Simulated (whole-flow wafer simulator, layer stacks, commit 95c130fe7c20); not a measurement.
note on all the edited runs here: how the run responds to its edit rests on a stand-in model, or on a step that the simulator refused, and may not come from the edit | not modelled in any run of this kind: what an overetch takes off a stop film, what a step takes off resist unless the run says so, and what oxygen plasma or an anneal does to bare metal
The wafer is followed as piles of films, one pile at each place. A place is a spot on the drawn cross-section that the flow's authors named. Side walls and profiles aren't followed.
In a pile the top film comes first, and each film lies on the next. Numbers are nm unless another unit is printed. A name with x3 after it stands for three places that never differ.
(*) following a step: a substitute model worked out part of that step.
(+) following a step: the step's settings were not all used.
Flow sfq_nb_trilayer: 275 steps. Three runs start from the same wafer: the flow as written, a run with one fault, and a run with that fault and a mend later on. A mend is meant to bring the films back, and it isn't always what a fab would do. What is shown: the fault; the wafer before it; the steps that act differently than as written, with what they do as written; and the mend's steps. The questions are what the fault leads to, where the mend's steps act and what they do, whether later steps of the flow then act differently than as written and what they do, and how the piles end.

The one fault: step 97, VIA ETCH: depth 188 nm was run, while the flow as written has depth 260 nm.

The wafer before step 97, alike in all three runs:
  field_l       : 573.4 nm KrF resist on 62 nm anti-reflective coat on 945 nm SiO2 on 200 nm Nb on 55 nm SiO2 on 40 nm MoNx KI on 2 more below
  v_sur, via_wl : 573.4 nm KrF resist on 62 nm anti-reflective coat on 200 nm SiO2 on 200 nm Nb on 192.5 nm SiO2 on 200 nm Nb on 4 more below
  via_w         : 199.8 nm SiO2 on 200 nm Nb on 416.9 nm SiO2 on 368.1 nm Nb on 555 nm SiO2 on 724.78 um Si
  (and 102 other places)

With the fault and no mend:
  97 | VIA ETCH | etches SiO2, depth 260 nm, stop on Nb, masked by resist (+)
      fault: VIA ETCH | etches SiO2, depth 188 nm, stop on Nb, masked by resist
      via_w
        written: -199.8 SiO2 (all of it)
        fault: -188 SiO2
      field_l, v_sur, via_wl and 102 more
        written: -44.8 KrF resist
        fault: -32.4 KrF resist
  Later steps of the flow acting differently than as written (not shown: 4 more steps that differ only slightly, by at most 2% or 0.5 nm, whichever is larger):
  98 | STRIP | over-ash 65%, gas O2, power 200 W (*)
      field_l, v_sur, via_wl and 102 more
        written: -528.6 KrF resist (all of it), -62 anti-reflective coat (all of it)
        fault: -541 KrF resist (all of it), -62 anti-reflective coat (all of it)
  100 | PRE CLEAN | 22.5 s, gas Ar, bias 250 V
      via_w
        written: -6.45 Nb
        fault: -7.5 SiO2
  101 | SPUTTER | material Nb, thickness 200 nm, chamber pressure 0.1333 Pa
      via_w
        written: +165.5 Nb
        fault: +167.9 Nb (new film)
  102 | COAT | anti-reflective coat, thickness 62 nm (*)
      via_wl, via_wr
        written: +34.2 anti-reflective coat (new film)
        fault: +25.7 anti-reflective coat (new film)
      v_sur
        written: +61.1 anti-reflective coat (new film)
        fault: +58.3 anti-reflective coat (new film)
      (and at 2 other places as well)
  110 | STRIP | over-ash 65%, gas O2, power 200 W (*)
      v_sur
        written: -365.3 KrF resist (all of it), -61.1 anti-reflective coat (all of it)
        fault: -366.7 KrF resist (all of it), -58.3 anti-reflective coat (all of it)
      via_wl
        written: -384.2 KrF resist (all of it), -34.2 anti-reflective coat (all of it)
        fault: -391.2 KrF resist (all of it), -25.7 anti-reflective coat (all of it)
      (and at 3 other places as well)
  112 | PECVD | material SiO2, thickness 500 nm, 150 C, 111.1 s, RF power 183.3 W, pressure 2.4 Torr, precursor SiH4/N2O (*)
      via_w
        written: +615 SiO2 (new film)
        fault: +577.3 SiO2 (new film)
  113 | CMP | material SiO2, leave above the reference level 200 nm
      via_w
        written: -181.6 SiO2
        fault: -157.1 SiO2
  At via_w, the piles at the end differ from the flow's by more than 2% or 0.5 nm, whichever is larger.
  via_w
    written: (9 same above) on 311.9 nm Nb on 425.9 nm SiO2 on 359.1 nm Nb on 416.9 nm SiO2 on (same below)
    fault: (9 same above) on 311.9 nm Nb on 412.8 nm SiO2 on 167.9 nm Nb on 4.34 nm SiO2 on 200 nm Nb on 416.9 nm SiO2 on (same below)

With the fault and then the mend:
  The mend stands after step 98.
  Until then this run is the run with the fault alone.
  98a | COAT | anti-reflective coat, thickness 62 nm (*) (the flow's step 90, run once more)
      p4_fl x3, p4_w1 x9, p4_g1 x2 and 63 more
        +62 anti-reflective coat (new film)
      res, r_end, moat and 8 more
        +61.8 anti-reflective coat (new film)
      jj_sur, ce_l, c5j, ce_r, sp_r, be_r, r_sur
        +61.7 anti-reflective coat (new film)
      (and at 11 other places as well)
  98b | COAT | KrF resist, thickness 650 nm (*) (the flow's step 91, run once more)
      p4_fl x3, p4_w1 x9, p4_g1 x2 and 63 more
        +650 KrF resist (new film)
      field_r, lsp_l, ln_m5, lsp_m, ln_m6, lsp_r, l0_sur
        +649.5 KrF resist (new film)
      r_sur, res, r_end, moat, l0v
        +649.4 KrF resist (new film)
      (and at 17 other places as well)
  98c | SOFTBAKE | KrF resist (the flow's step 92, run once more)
      alters no film at any place that is followed
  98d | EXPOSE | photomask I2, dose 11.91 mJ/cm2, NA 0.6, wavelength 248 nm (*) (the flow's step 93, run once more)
      alters no film at any place that is followed
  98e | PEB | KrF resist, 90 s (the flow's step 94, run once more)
      jj_sur, ce_l, c5j and 92 more
        -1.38 KrF resist
      via_v, wire, be, be_sur, gap
        -1.37 KrF resist
      v_sur, via_sp
        -1.35 KrF resist
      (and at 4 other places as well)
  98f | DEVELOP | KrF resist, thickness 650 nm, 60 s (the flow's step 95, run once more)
      field_l, v_sur, via_wl and 102 more
        -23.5 KrF resist
      via_w
        -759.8 KrF resist (all of it)
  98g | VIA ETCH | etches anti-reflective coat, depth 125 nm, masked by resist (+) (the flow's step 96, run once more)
      field_l, v_sur, via_wl and 102 more
        -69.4 KrF resist
      via_w
        -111 anti-reflective coat (all of it)
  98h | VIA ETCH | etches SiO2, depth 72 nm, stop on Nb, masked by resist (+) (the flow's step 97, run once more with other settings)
      field_l, v_sur, via_wl and 102 more
        -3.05 KrF resist
      via_w
        -11.8 SiO2 (all of it)
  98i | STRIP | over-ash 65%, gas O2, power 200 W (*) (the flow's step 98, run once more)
      p4_fl x3, p4_w1 x9, p4_g1 x2 and 63 more
        -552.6 KrF resist (all of it), -62 anti-reflective coat (all of it)
      moat, field_r, lsp_l, ln_m5, lsp_m, ln_m6, lsp_r, l0_sur
        -552.1 KrF resist (all of it), -61.8 anti-reflective coat (all of it)
      res, r_end, l0v
        -552 KrF resist (all of it), -61.8 anti-reflective coat (all of it)
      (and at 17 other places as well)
  None of the later steps of the flow acts differently than as written at any place that is followed.
  At every place that both follow, the piles at the end match the flow's.
